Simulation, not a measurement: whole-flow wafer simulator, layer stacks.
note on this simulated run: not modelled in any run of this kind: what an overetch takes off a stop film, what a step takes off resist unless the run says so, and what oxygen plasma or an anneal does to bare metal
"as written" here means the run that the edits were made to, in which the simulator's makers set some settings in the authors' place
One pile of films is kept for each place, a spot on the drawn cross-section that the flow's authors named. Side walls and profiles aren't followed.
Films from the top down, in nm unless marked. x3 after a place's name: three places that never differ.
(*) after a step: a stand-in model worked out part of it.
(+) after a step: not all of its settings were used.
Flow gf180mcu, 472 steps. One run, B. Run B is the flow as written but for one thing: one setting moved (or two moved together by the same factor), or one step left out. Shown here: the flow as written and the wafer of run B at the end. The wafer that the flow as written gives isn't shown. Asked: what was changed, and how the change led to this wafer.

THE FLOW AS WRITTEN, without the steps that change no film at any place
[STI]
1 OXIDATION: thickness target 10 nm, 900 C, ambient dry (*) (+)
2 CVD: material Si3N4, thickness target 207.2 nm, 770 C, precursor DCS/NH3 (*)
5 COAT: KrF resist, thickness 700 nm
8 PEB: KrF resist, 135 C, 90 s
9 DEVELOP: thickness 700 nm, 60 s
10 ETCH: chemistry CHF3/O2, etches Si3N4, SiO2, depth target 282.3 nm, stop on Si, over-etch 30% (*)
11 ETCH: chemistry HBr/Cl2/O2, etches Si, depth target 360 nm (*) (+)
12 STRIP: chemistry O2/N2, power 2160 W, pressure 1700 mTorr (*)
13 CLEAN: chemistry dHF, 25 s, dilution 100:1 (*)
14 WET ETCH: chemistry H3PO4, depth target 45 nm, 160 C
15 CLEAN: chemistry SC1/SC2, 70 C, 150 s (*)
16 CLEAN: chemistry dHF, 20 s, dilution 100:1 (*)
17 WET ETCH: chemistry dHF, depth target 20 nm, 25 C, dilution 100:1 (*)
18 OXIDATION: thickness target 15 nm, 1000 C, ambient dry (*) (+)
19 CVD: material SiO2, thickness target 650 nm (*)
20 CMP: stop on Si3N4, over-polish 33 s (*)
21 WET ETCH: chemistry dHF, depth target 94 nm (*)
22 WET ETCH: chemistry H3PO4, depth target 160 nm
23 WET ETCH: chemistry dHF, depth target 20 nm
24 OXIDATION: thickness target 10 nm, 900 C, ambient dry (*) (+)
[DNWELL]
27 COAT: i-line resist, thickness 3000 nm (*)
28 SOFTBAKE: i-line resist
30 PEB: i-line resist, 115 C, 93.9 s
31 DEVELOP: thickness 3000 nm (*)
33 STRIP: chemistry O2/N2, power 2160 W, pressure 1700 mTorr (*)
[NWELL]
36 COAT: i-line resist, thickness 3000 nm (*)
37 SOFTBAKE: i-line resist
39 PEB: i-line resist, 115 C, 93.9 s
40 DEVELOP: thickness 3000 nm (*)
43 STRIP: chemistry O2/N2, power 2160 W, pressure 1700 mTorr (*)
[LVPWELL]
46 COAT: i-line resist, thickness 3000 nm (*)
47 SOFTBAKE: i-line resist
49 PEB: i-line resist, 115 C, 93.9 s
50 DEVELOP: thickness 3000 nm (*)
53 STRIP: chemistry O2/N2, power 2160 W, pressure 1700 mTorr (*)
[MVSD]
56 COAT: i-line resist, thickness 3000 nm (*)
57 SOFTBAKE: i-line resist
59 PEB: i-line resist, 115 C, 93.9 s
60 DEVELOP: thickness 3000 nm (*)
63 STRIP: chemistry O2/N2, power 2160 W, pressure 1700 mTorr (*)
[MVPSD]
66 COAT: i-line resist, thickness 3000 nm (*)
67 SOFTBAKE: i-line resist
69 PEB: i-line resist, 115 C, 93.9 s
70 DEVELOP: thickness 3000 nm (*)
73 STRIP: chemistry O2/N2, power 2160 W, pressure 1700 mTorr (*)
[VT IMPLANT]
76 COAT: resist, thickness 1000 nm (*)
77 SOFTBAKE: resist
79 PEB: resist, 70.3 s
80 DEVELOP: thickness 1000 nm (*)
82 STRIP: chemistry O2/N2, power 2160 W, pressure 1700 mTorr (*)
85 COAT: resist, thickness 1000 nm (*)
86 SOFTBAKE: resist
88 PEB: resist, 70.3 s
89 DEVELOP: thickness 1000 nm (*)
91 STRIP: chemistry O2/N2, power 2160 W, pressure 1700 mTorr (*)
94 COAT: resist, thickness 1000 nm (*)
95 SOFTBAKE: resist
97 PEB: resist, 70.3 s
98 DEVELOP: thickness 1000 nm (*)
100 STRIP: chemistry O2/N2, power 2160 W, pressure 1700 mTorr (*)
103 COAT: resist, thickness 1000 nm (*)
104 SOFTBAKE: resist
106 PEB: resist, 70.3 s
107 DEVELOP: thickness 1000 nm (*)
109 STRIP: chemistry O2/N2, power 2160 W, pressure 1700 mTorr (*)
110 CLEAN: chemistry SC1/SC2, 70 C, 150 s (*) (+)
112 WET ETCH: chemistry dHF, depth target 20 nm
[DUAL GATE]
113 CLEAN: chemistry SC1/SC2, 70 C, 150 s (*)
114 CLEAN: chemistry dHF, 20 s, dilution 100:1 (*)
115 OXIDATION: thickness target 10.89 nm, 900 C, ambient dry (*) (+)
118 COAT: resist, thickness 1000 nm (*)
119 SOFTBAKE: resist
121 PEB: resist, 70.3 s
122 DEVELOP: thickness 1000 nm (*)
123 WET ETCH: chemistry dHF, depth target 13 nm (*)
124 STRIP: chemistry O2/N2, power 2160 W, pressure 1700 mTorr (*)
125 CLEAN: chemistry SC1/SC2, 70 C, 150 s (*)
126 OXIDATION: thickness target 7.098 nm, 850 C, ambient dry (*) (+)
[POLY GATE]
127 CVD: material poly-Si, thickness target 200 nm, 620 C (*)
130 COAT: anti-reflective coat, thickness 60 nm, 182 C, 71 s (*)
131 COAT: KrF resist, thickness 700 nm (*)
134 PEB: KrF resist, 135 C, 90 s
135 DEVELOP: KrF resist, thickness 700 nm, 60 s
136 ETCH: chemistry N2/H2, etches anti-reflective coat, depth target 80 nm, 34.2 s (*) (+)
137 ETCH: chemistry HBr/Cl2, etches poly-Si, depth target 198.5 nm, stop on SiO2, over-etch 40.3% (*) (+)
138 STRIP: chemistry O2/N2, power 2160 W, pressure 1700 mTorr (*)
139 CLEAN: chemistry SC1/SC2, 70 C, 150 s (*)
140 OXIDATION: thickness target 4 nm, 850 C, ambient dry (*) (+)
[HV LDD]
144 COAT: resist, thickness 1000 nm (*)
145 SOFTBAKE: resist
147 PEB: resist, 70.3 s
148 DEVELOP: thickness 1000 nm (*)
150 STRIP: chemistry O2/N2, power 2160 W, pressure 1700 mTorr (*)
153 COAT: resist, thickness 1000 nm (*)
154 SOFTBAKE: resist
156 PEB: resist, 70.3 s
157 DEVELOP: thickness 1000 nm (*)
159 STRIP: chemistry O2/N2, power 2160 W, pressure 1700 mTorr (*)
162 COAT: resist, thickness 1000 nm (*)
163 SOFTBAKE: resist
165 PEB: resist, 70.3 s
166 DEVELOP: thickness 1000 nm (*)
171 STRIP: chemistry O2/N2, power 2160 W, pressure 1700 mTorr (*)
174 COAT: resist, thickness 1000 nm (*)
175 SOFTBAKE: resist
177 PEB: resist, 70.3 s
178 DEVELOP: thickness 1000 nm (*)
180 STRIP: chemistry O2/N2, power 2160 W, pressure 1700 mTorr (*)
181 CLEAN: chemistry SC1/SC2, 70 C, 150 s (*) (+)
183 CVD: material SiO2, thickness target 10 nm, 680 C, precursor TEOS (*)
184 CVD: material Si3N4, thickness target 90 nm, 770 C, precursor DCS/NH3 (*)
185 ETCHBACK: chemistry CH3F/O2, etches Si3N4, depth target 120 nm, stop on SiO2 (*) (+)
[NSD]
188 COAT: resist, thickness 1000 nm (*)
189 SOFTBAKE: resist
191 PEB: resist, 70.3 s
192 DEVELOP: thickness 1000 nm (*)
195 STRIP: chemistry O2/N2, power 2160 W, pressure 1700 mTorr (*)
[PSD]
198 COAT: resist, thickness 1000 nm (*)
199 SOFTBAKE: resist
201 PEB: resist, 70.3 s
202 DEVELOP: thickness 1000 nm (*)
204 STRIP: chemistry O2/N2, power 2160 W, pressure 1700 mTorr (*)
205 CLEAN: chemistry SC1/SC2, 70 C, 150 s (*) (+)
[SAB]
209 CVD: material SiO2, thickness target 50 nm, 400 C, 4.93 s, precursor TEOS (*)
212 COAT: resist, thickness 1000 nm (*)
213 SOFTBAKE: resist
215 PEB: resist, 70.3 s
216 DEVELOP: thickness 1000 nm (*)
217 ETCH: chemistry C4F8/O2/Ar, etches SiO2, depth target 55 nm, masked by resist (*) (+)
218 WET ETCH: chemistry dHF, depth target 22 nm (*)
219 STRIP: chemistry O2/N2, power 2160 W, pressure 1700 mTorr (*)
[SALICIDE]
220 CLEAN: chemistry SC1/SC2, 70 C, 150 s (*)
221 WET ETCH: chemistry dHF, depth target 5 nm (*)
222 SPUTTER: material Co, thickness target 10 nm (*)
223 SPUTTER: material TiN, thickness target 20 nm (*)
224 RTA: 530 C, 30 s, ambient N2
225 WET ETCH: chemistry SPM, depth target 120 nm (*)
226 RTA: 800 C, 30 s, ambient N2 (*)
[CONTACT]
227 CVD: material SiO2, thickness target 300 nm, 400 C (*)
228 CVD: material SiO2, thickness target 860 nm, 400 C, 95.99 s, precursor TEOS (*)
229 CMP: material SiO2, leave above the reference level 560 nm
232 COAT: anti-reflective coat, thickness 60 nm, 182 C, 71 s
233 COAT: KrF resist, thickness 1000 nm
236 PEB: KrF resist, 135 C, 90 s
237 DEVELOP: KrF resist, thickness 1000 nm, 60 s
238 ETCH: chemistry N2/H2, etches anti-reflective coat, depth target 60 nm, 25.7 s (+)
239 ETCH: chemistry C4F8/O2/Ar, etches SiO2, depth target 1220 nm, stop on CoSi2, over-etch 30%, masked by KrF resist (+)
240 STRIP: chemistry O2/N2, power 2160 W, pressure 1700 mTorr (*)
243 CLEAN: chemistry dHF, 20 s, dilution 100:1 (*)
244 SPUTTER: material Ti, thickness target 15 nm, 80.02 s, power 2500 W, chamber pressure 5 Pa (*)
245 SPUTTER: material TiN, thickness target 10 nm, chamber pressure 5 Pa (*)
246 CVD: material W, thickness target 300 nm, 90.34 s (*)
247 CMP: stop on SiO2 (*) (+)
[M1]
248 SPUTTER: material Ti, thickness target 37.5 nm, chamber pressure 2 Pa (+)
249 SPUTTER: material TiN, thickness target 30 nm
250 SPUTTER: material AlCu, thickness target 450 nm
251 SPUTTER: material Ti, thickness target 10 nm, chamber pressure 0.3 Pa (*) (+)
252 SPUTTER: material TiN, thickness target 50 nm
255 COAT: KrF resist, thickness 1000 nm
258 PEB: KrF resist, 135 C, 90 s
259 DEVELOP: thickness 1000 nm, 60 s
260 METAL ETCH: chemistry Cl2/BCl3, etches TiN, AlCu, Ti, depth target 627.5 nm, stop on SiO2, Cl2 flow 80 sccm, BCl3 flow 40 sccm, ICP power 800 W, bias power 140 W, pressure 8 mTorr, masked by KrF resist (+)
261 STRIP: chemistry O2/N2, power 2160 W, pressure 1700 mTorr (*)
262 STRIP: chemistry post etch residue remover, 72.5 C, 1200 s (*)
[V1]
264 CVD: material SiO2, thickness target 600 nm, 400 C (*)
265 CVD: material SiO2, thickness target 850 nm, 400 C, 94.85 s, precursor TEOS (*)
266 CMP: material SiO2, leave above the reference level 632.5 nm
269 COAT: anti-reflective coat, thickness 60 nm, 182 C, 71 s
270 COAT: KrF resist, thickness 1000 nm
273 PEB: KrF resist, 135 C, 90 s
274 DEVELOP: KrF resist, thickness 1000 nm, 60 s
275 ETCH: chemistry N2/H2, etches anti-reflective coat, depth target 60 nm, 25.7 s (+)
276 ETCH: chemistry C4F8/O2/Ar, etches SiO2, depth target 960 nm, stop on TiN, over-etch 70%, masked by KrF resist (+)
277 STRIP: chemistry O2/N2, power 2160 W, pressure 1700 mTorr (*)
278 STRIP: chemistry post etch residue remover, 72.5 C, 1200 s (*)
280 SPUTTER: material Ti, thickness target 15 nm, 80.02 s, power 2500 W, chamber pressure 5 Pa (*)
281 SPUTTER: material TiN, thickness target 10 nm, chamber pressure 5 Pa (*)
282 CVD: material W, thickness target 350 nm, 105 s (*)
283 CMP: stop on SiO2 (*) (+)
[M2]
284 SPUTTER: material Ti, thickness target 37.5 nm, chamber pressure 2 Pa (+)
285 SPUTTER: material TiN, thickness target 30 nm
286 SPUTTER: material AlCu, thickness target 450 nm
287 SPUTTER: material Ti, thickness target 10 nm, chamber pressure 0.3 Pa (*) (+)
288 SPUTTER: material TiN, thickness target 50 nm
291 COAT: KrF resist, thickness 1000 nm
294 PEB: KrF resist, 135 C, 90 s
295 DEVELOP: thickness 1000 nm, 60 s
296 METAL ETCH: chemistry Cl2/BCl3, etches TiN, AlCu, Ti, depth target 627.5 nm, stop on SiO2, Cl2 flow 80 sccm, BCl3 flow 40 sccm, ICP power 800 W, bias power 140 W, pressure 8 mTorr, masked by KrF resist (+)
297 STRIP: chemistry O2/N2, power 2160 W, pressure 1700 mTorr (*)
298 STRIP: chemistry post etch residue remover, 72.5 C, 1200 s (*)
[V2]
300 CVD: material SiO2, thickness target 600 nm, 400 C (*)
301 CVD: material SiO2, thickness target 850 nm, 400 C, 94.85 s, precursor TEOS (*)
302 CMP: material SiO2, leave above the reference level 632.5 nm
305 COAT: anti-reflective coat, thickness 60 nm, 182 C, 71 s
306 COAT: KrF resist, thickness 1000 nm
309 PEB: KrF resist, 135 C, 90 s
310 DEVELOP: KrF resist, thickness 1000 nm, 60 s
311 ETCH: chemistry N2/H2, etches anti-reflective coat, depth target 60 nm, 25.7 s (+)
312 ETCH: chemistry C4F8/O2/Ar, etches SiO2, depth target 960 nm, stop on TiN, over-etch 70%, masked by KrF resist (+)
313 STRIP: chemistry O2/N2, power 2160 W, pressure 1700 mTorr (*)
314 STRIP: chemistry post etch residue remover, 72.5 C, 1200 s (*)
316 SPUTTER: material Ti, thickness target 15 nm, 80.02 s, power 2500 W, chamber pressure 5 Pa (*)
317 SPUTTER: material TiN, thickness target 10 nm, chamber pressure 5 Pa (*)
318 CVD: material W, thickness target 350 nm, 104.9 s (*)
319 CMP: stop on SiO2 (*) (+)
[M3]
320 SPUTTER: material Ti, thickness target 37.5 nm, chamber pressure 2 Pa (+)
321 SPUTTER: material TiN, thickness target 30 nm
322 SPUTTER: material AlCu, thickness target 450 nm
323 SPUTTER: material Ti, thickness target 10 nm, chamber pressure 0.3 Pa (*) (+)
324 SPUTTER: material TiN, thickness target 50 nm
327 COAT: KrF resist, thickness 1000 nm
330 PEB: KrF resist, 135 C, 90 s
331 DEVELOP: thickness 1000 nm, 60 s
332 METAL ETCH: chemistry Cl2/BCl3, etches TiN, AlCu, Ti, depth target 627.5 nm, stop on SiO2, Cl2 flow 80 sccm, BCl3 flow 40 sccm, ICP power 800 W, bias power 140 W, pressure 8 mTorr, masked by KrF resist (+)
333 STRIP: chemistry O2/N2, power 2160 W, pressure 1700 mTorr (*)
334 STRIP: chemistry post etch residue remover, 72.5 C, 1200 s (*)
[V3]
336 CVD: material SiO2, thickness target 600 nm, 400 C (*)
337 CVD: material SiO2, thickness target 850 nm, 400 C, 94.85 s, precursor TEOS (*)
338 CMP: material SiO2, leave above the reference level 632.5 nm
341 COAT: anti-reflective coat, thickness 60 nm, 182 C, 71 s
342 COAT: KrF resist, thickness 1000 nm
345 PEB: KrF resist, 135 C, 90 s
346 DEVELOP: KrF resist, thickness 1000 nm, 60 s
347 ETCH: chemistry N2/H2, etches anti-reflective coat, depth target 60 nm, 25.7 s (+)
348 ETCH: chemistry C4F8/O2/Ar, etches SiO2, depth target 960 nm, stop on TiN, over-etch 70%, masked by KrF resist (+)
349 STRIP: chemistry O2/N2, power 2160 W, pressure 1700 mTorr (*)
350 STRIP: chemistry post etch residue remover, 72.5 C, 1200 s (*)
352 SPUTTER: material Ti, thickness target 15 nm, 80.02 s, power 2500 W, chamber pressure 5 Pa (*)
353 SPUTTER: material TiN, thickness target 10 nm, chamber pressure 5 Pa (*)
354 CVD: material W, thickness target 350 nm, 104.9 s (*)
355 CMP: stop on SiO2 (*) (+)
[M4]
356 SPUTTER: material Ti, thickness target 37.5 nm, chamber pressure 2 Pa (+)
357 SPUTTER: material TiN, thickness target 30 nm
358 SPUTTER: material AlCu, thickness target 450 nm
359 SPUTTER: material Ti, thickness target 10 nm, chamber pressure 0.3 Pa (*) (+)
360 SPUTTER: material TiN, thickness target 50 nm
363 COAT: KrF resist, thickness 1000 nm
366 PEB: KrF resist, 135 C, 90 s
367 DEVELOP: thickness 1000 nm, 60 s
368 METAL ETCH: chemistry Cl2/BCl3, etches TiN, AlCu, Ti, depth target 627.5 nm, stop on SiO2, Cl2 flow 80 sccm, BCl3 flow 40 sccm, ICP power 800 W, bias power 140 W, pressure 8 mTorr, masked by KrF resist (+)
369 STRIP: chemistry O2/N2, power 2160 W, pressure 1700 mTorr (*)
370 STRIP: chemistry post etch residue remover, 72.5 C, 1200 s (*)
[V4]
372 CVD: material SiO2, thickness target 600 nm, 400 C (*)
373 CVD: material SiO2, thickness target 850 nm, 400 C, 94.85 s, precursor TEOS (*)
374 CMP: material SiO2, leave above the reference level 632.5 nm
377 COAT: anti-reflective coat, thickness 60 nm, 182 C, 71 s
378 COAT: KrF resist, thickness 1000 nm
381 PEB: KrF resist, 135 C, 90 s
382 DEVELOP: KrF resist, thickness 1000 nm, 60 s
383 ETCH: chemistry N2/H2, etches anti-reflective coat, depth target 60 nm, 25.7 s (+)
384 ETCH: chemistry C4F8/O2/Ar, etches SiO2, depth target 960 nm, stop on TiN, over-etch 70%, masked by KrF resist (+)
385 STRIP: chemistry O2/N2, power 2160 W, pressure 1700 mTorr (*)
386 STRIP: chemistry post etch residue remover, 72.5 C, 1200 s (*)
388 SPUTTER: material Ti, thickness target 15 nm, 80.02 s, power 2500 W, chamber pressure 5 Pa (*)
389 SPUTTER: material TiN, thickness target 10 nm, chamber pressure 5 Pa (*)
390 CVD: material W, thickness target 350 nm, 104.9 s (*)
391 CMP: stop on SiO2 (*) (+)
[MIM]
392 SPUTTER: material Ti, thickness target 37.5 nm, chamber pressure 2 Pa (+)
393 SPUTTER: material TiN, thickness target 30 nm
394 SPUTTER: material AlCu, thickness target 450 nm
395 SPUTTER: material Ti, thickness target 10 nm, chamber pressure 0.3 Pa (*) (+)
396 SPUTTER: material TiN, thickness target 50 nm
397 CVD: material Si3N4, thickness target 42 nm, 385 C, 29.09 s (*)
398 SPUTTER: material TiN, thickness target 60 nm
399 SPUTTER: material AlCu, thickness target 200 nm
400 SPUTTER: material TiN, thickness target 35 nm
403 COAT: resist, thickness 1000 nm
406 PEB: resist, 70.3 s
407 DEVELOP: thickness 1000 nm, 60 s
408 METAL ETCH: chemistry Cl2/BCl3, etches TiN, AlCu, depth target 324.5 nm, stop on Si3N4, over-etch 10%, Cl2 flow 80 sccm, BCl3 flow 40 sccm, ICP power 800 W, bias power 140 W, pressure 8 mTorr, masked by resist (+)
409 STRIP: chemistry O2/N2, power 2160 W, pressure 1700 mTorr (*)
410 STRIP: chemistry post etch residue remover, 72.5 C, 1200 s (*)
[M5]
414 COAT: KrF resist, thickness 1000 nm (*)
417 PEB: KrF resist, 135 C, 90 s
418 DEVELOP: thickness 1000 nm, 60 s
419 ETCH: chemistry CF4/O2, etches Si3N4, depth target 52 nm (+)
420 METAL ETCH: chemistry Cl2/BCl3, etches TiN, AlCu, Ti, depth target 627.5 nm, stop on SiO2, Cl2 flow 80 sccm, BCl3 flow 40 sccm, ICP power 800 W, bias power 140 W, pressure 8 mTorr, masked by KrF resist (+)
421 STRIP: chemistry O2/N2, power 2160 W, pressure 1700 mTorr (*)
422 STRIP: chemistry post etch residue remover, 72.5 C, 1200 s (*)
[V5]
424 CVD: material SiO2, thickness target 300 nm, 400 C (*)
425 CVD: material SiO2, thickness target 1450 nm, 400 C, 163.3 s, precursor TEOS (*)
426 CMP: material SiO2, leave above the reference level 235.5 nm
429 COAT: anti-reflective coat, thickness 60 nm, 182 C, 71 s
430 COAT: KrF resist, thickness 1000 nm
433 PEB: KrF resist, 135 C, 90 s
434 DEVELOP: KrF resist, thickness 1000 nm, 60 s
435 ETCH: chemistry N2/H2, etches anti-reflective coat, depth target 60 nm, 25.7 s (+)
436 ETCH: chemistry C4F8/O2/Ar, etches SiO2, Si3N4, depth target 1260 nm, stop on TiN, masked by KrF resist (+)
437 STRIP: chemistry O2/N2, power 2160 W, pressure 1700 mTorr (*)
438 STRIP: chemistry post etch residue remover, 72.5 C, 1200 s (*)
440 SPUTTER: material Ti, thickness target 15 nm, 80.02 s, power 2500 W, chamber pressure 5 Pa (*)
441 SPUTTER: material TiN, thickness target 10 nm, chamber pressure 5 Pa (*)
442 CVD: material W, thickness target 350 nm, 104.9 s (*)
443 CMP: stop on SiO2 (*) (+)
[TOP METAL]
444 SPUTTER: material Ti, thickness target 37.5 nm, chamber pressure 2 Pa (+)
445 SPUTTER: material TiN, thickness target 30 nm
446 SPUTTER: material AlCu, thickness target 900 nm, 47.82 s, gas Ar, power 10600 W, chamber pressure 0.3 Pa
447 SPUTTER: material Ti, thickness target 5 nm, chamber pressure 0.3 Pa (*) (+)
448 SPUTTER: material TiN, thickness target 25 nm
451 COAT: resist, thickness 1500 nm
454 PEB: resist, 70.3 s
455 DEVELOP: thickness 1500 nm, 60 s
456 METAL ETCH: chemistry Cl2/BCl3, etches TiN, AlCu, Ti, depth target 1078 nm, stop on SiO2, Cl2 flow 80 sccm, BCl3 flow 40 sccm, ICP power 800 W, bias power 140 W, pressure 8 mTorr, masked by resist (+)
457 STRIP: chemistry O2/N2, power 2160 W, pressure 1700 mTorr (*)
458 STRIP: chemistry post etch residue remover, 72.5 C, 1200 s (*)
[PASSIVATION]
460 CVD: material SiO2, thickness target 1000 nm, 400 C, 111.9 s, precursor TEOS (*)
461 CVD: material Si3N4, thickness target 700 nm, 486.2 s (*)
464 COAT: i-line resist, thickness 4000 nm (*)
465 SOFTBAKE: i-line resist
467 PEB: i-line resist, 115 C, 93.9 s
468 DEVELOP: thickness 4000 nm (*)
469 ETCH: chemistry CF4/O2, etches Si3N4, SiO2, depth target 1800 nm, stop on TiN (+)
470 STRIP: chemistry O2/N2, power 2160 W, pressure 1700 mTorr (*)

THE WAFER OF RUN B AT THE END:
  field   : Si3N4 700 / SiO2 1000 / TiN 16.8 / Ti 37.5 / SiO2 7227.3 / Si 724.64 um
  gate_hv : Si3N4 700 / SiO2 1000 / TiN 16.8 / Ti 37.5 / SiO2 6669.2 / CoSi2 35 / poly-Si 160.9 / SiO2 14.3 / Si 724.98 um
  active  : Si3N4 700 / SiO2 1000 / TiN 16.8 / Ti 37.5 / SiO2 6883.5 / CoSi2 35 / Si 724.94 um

The cause: step 456, METAL ETCH: depth target 942.8 nm was run, where the flow has depth target 1078 nm.

How the change led to this, step by step:
  456 METAL ETCH: chemistry Cl2/BCl3, etches TiN, AlCu, Ti, depth target 1078 nm, stop on SiO2, Cl2 flow 80 sccm, BCl3 flow 40 sccm, ICP power 800 W, bias power 140 W, pressure 8 mTorr, masked by resist (+)
      field, field__w1, field__w2 and 103 more: TiN -25 (all of it), Ti -5 (all of it), AlCu -900 (all of it), TiN -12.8 (as written it would be: TiN -25 (all of it), Ti -5 (all of it), AlCu -900 (all of it), TiN -30 (all of it), Ti -37.5 (all of it))
      field__w8, contact, m1, m1__w1, pad, m1_nw: resist -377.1 (as written it would be: resist -431)
  457 STRIP: chemistry O2/N2, power 2160 W, pressure 1700 mTorr (*)
      field__w8, contact, m1, m1__w1, pad, m1_nw: resist -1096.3 (all of it) (as written it would be: resist -1042.5 (all of it))
  460 CVD: material SiO2, thickness target 1000 nm, 400 C, 111.9 s, precursor TEOS (*)
      field, field__w1, field__w2 and 103 more: SiO2 +1000 (new film) (as written it would be: SiO2 +1000)
  465 SOFTBAKE: i-line resist
      ld_acc_p, ld_fp_p, ld_drift_p: i-line resist +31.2 (as written it would be: i-line resist +33.8)
      field__w11, field__w13: i-line resist +34.7 (as written it would be: i-line resist +37.6)
      (and at 64 more places)
  467 PEB: i-line resist, 115 C, 93.9 s
      pad: i-line resist -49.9 (as written it would be: i-line resist -48.9)
  470 STRIP: chemistry O2/N2, power 2160 W, pressure 1700 mTorr (*)
      field__w8, m1__w1: i-line resist -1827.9 (all of it) (as written it would be: i-line resist -1775.9 (all of it))
      contact: i-line resist -1848.5 (all of it) (as written it would be: i-line resist -1798.3 (all of it))
      (and at 2 more places)
Counting metal films that touch as one body, field has 1 body; the flow as written gives 0 bodies.
Counting metal films that touch as one body, gate_hv has 2 bodies (between them, from the top down: SiO2 6669.2); the flow as written gives 1 body.
Counting metal films that touch as one body, active has 2 bodies (between them, from the top down: SiO2 6883.5); the flow as written gives 1 body.
